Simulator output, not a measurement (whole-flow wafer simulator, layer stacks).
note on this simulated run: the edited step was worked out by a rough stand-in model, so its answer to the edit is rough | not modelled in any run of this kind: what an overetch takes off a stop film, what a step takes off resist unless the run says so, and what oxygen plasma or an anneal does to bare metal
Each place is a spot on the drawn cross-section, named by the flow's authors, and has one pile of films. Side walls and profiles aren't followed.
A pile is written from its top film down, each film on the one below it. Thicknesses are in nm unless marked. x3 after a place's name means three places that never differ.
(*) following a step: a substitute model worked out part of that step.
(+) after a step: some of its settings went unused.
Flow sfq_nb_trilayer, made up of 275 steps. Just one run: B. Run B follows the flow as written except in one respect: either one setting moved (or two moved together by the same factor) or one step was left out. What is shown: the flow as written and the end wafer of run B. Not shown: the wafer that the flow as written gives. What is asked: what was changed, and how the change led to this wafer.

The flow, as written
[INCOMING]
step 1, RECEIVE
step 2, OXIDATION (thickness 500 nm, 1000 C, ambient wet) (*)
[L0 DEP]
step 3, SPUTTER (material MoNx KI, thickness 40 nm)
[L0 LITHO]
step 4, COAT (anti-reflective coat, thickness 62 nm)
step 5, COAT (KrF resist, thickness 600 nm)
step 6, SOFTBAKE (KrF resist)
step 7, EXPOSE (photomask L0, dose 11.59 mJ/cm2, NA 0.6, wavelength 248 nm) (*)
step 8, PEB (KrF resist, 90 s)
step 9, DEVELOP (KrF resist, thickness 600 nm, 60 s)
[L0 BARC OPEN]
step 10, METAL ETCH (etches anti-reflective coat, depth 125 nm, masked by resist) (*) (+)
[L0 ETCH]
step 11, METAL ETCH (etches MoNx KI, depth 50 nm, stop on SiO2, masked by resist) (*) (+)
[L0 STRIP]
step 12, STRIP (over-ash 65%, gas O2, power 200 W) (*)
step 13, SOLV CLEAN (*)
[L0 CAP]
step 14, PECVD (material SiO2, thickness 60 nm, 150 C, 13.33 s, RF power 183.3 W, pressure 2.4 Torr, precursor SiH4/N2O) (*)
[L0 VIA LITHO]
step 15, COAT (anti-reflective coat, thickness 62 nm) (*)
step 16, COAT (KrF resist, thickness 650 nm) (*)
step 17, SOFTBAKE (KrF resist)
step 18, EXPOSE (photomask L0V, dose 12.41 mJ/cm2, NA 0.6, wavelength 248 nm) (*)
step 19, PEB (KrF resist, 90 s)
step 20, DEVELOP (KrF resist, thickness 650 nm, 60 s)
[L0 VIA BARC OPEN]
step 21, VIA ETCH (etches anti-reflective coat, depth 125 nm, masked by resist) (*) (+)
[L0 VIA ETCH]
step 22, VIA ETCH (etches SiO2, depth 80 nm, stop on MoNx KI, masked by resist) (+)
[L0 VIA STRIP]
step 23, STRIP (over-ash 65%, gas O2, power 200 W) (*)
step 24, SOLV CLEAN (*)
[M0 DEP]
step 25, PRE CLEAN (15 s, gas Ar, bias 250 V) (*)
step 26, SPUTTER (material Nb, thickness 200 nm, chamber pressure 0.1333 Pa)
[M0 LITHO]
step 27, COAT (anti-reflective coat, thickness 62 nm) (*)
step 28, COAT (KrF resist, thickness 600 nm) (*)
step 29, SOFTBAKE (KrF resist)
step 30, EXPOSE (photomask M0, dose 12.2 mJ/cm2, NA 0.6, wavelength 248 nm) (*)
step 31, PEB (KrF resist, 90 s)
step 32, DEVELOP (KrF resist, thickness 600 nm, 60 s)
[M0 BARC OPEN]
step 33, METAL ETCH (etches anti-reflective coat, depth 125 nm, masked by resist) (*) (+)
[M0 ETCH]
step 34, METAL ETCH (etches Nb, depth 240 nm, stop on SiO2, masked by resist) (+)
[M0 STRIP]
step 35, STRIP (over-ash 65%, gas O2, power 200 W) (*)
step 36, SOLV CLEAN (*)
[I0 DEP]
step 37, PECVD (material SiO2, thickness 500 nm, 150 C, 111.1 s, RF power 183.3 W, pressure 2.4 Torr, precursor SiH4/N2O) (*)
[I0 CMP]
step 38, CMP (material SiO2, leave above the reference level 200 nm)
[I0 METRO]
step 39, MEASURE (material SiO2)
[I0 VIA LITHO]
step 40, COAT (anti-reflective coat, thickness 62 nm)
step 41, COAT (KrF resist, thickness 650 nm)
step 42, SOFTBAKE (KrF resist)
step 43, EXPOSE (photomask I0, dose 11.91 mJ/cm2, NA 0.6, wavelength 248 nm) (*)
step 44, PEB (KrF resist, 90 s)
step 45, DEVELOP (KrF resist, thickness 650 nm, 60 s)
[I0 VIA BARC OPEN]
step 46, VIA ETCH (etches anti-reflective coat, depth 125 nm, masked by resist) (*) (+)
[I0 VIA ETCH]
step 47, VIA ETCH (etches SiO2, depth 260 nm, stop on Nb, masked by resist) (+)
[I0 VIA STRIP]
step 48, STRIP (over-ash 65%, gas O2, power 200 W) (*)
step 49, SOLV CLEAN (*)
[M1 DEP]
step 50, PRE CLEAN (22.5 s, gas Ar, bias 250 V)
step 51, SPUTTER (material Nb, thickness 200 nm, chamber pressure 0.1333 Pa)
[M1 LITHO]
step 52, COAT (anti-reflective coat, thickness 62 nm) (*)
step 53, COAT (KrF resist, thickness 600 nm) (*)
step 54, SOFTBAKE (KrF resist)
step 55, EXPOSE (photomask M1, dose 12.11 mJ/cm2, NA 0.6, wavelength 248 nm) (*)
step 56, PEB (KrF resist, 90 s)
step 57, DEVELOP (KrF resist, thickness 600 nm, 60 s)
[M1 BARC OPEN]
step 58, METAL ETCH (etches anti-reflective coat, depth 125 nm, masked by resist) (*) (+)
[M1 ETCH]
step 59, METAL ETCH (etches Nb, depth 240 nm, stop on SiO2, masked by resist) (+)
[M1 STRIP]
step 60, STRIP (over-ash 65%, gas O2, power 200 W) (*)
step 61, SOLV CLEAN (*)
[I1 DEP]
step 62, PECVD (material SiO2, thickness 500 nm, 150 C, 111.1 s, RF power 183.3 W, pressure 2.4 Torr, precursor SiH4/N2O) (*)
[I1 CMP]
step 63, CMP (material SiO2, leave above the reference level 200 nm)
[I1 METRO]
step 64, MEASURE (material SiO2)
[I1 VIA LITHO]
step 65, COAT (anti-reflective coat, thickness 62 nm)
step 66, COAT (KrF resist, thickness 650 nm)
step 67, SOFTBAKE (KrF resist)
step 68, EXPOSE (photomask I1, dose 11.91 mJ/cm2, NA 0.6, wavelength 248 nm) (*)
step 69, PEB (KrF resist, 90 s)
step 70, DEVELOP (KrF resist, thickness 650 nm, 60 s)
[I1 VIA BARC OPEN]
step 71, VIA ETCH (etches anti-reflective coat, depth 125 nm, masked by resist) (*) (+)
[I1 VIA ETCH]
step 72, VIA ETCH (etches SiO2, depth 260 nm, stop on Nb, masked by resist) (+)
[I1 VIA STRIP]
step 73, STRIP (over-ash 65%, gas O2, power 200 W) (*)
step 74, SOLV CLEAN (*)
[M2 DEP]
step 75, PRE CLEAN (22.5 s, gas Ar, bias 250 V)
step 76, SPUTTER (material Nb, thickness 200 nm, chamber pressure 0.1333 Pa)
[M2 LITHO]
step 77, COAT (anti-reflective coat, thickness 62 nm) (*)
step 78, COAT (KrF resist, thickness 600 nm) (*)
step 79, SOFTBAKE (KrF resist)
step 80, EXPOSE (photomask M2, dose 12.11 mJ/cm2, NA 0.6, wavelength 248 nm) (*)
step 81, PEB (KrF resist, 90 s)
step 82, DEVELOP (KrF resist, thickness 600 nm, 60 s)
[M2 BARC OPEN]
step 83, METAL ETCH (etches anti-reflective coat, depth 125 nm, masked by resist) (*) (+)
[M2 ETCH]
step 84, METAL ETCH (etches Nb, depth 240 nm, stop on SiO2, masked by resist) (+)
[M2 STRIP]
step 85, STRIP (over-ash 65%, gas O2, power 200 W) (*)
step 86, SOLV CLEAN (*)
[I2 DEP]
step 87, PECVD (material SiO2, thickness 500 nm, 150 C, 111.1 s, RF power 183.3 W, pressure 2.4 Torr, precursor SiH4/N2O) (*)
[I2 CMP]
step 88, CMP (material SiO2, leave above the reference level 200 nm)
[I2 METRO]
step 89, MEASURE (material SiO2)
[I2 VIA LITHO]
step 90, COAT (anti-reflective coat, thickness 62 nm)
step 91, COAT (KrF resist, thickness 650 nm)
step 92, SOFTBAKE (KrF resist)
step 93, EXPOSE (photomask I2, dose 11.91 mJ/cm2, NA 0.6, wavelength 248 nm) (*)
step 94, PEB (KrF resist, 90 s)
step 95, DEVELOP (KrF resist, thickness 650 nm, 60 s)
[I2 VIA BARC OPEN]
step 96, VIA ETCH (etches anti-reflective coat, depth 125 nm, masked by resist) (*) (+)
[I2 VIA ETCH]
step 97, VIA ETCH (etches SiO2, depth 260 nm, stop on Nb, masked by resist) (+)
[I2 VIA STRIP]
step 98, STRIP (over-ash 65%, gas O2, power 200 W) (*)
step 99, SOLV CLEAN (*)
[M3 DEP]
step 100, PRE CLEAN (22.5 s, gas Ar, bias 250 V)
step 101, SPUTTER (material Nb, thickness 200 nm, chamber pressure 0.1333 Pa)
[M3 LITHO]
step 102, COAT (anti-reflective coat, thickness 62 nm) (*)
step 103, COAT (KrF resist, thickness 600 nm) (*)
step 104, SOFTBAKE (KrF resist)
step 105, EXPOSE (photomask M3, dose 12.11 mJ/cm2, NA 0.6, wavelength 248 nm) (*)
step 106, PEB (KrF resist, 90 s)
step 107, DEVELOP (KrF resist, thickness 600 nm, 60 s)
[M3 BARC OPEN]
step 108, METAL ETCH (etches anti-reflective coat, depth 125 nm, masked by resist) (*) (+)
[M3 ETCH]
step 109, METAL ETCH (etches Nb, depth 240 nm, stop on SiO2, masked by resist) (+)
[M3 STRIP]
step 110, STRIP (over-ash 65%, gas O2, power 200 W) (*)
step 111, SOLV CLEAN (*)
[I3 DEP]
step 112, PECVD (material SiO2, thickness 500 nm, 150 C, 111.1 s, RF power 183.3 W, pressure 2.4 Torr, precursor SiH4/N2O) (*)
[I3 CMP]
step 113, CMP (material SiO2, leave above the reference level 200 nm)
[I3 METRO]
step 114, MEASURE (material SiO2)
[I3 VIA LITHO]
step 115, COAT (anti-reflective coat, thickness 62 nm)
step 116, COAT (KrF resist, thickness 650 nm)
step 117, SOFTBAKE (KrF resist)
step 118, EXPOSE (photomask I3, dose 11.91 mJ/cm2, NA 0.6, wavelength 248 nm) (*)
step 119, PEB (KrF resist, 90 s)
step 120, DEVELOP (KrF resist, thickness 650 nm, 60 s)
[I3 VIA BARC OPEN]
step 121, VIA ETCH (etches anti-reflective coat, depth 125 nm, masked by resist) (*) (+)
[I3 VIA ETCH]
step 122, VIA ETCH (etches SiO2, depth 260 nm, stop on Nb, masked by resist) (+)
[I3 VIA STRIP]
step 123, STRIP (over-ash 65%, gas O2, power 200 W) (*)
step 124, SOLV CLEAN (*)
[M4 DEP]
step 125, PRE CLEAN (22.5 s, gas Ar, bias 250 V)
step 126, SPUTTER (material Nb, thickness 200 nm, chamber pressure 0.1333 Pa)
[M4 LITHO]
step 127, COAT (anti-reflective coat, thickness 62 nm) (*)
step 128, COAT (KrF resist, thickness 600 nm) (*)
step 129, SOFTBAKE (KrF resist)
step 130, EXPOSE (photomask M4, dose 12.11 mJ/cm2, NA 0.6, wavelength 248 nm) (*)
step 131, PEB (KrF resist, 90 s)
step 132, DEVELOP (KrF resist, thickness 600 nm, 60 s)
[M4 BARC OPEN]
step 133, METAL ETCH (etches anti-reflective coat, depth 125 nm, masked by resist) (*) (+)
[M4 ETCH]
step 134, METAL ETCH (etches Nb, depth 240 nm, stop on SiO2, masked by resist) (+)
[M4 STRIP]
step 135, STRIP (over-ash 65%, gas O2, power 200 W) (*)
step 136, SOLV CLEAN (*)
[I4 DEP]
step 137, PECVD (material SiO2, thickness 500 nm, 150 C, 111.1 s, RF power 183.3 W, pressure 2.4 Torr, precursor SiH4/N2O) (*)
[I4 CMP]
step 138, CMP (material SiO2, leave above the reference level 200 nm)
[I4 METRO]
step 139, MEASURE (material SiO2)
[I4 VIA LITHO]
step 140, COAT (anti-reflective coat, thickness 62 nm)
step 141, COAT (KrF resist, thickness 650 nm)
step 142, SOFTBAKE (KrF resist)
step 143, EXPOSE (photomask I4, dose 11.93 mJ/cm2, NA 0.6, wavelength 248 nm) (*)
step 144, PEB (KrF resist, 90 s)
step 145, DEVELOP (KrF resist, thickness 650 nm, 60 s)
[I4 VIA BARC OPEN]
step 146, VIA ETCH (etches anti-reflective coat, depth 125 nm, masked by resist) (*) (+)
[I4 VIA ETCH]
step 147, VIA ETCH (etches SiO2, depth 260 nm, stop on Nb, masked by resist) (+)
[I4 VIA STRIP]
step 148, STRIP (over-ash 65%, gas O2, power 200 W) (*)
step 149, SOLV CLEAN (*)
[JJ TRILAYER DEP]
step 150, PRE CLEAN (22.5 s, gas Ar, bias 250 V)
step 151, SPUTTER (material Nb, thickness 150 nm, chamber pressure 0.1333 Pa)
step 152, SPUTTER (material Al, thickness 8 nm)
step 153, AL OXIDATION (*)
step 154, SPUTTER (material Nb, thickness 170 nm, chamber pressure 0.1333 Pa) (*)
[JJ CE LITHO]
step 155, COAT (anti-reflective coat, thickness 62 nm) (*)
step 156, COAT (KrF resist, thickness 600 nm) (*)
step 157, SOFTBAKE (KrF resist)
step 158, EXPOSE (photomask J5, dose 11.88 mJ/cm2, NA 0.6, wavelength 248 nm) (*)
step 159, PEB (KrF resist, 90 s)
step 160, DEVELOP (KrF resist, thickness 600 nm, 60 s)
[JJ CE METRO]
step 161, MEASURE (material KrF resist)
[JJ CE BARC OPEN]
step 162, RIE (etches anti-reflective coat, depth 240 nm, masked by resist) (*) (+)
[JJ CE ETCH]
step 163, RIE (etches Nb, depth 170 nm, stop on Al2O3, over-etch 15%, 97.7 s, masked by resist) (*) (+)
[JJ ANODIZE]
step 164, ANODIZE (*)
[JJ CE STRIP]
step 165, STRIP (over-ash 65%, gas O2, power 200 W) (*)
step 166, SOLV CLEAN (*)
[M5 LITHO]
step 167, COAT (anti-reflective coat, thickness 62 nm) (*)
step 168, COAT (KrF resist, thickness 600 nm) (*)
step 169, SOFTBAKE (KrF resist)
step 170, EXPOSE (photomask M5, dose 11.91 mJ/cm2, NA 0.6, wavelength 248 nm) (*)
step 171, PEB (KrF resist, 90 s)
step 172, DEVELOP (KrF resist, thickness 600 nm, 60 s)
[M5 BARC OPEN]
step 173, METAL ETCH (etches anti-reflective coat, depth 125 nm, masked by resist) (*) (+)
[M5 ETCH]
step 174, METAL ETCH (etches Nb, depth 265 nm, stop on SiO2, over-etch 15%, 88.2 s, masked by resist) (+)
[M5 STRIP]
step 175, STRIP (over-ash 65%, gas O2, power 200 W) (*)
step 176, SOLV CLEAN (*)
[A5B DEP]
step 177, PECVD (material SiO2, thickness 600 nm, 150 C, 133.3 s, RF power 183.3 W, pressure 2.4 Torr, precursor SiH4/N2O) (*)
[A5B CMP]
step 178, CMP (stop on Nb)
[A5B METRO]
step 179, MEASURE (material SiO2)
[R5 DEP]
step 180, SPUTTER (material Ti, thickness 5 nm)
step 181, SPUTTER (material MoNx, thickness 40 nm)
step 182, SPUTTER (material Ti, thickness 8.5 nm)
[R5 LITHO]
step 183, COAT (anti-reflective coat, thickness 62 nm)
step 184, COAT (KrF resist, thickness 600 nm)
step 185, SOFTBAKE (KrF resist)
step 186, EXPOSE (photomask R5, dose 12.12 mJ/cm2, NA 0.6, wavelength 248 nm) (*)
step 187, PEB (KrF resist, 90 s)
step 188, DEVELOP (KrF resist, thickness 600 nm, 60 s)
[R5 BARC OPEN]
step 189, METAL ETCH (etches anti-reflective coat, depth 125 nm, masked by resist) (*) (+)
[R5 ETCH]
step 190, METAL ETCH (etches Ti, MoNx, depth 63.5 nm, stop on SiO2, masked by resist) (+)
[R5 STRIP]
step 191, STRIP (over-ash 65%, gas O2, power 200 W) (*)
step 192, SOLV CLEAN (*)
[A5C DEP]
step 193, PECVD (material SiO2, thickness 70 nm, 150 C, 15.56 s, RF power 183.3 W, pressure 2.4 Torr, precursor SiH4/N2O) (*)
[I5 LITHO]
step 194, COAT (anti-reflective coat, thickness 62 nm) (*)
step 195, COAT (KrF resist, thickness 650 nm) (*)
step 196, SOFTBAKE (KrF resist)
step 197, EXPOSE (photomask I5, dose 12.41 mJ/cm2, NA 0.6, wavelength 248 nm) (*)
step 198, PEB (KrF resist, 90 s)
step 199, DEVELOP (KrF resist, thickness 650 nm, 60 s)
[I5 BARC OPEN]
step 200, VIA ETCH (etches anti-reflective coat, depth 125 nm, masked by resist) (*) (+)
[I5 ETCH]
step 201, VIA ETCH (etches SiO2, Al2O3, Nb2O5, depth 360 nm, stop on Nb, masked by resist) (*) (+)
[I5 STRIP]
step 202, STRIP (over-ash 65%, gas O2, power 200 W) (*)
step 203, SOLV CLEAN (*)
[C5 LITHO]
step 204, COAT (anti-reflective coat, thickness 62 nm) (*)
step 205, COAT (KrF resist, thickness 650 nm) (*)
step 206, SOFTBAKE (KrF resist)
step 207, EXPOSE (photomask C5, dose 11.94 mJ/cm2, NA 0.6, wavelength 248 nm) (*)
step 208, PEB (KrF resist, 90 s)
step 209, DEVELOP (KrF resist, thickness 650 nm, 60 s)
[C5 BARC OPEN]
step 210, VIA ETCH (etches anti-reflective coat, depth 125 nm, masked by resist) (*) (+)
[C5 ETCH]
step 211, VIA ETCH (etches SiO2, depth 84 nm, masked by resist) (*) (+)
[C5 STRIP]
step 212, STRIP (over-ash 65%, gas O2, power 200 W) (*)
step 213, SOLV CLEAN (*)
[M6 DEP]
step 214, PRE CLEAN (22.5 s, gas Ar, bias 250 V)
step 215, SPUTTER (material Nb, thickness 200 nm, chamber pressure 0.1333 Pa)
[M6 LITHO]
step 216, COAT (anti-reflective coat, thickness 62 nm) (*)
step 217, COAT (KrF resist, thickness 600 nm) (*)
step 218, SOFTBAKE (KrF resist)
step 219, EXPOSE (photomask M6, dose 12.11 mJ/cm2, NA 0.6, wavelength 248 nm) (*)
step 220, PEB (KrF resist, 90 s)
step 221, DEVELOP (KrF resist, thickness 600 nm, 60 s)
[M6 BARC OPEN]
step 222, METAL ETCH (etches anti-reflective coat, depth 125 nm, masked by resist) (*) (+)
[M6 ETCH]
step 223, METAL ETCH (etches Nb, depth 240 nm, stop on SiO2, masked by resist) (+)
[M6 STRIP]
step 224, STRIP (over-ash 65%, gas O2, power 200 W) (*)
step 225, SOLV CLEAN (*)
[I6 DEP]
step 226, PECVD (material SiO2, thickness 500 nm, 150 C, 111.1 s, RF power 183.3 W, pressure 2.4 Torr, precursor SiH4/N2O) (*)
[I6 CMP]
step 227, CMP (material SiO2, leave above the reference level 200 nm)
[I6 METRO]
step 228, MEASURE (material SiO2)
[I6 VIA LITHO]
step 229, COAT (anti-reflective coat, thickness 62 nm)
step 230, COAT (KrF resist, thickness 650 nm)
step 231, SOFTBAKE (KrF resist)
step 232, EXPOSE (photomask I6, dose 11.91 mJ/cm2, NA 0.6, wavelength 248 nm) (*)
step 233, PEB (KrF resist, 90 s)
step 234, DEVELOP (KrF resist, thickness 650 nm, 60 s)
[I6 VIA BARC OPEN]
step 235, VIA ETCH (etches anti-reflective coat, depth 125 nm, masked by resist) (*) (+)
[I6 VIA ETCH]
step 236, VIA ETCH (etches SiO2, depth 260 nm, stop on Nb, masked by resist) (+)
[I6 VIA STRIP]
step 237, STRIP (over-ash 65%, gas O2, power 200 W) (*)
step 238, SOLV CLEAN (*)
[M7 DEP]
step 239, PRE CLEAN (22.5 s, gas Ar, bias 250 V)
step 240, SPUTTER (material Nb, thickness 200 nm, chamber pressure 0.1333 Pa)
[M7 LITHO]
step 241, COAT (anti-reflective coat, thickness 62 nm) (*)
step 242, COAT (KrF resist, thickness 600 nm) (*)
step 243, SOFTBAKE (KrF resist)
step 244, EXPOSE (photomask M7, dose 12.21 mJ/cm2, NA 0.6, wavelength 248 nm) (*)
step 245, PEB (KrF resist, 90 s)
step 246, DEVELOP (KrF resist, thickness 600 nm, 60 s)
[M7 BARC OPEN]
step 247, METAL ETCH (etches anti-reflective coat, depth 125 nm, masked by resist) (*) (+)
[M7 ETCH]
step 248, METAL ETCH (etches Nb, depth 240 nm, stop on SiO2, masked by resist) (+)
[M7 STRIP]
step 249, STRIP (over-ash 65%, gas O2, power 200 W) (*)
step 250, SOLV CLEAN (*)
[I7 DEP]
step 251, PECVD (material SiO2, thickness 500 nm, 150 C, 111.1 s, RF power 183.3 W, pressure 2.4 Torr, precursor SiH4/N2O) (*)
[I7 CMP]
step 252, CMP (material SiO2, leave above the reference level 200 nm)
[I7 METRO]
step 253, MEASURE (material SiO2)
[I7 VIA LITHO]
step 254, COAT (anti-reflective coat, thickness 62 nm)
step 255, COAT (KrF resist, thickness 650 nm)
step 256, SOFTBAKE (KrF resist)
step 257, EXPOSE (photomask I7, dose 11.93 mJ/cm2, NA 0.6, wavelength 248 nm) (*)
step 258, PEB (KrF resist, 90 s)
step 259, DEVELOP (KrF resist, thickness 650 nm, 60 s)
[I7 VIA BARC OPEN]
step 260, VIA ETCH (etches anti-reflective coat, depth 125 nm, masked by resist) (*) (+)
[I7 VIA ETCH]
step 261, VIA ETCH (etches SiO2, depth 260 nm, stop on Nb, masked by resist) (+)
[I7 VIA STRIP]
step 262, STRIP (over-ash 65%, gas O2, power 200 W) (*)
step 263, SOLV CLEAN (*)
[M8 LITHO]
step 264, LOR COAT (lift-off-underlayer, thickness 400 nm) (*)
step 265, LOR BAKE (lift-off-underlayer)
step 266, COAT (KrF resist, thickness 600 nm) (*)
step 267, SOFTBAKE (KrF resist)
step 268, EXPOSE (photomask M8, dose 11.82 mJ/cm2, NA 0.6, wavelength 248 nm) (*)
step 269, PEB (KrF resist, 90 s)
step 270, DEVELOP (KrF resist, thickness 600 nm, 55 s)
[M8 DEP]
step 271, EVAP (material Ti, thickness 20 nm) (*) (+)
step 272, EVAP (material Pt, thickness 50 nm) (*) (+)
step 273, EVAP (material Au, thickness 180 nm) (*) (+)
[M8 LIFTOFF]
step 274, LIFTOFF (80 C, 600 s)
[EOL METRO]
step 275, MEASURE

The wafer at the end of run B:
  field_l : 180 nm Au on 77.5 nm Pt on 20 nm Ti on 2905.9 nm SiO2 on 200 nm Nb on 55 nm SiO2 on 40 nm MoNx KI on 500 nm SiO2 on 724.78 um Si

Cause: step 272, EVAP: thickness 77.5 nm was run, while the flow as written has thickness 50 nm.
One can read it off the wafer: field_l has Pt 77.5, and step 272 as written asks for 50 nm.

The path from the change to this, step by step:
  step 272, EVAP (material Pt, thickness 50 nm) (*) (+)
      field_l, v_sur, via_wl and 103 more: +77.5 Pt (new film) (in the flow as written it would be: +50 Pt (new film))
  step 274, LIFTOFF (80 C, 600 s)
      p4_fl, p4_fm, p4_w1 and 71 more: -180 Au (all of it), -77.5 Pt (all of it), -20 Ti (all of it), -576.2 KrF resist (all of it), -400 lift-off-underlayer (all of it) (in the flow as written it would be: -180 Au (all of it), -50 Pt (all of it), -20 Ti (all of it), -576.2 KrF resist (all of it), -400 lift-off-underlayer (all of it))
      c5j, ce_r: -180 Au (all of it), -77.5 Pt (all of it), -20 Ti (all of it), -573.3 KrF resist (all of it), -399.3 lift-off-underlayer (all of it) (in the flow as written it would be: -180 Au (all of it), -50 Pt (all of it), -20 Ti (all of it), -573.3 KrF resist (all of it), -399.3 lift-off-underlayer (all of it))
      (also at 19 further places)
